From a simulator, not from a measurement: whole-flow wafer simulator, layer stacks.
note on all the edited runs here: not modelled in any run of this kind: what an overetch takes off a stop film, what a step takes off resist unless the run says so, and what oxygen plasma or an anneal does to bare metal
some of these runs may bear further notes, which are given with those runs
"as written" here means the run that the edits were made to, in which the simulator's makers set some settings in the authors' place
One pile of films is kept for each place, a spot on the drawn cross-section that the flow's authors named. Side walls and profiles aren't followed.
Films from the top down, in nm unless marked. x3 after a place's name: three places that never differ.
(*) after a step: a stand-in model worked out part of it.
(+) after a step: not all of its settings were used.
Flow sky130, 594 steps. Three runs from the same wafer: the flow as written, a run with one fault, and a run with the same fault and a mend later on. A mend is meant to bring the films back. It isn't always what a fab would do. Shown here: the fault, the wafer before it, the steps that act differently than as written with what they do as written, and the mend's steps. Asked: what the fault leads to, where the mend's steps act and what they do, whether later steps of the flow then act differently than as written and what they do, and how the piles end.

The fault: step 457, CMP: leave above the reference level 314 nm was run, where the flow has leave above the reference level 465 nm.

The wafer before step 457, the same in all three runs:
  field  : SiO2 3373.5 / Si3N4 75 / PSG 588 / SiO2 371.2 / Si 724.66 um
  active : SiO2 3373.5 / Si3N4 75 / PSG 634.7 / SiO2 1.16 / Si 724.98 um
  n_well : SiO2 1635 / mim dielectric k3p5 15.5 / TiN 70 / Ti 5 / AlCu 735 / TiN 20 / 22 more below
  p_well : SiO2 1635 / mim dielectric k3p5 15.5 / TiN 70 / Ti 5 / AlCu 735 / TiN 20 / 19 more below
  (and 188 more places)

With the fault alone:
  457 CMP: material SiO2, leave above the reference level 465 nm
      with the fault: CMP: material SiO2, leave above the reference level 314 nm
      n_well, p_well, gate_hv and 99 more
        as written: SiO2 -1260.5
        with the fault: SiO2 -1411.5
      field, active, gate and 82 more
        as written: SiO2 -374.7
        with the fault: SiO2 -525.7
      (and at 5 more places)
  Later steps of the flow that act differently than as written (1 more step differs only slightly, by at most 2% or 0.5 nm, whichever is larger, and isn't shown):
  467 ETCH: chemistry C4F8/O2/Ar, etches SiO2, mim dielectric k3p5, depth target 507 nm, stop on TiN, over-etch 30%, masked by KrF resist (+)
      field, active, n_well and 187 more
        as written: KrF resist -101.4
        with the fault: KrF resist -62.1
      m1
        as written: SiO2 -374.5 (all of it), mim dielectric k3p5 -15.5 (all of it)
        with the fault: SiO2 -223.5 (all of it), mim dielectric k3p5 -15.5 (all of it)
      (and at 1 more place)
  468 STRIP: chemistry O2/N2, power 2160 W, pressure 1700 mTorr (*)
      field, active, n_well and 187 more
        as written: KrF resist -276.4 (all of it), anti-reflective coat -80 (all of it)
        with the fault: KrF resist -315.7 (all of it), anti-reflective coat -80 (all of it)
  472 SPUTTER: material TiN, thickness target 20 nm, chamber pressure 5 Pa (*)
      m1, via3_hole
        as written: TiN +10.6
        with the fault: TiN +12.8
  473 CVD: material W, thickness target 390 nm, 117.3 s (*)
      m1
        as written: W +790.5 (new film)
        with the fault: W +637.2 (new film)
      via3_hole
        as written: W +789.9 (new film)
        with the fault: W +636.6 (new film)
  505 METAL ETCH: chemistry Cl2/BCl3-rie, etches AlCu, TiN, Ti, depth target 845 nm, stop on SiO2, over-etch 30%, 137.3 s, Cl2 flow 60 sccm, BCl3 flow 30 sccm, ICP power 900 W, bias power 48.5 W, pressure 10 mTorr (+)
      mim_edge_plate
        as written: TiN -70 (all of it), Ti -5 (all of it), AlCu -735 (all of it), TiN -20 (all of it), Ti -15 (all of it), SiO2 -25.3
        with the fault: TiN -70 (all of it), Ti -5 (all of it), AlCu -735 (all of it), TiN -20 (all of it), Ti -15 (all of it), SiO2 -19.9 (all of it), TiN -54.1
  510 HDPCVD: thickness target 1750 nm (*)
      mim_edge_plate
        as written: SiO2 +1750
        with the fault: SiO2 +1750 (new film)
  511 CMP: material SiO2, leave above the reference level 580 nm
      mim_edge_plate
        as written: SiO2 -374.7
        with the fault: SiO2 -325.6
  At the end the piles differ from the flow's by more than 2% or 0.5 nm, whichever is larger, at field, active, n_well and 190 more.
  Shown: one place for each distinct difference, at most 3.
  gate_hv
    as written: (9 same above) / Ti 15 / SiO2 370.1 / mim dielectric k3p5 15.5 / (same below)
    with the fault: (9 same above) / Ti 15 / SiO2 219.1 / mim dielectric k3p5 15.5 / (same below)
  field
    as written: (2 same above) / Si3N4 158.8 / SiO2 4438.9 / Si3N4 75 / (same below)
    with the fault: (2 same above) / Si3N4 158.8 / SiO2 4287.9 / Si3N4 75 / (same below)
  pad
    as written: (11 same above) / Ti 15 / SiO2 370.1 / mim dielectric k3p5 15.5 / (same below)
    with the fault: (11 same above) / Ti 15 / SiO2 219.1 / mim dielectric k3p5 15.5 / (same below)

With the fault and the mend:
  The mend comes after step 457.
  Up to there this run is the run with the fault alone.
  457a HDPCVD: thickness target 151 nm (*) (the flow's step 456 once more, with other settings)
      field, active, n_well and 189 more
        SiO2 +151
  No later step of the flow acts differently than as written, at any place that is followed, by more than 2% or 0.5 nm, whichever is larger.
  At the end the piles are the same as the flow's at every place that both follow.
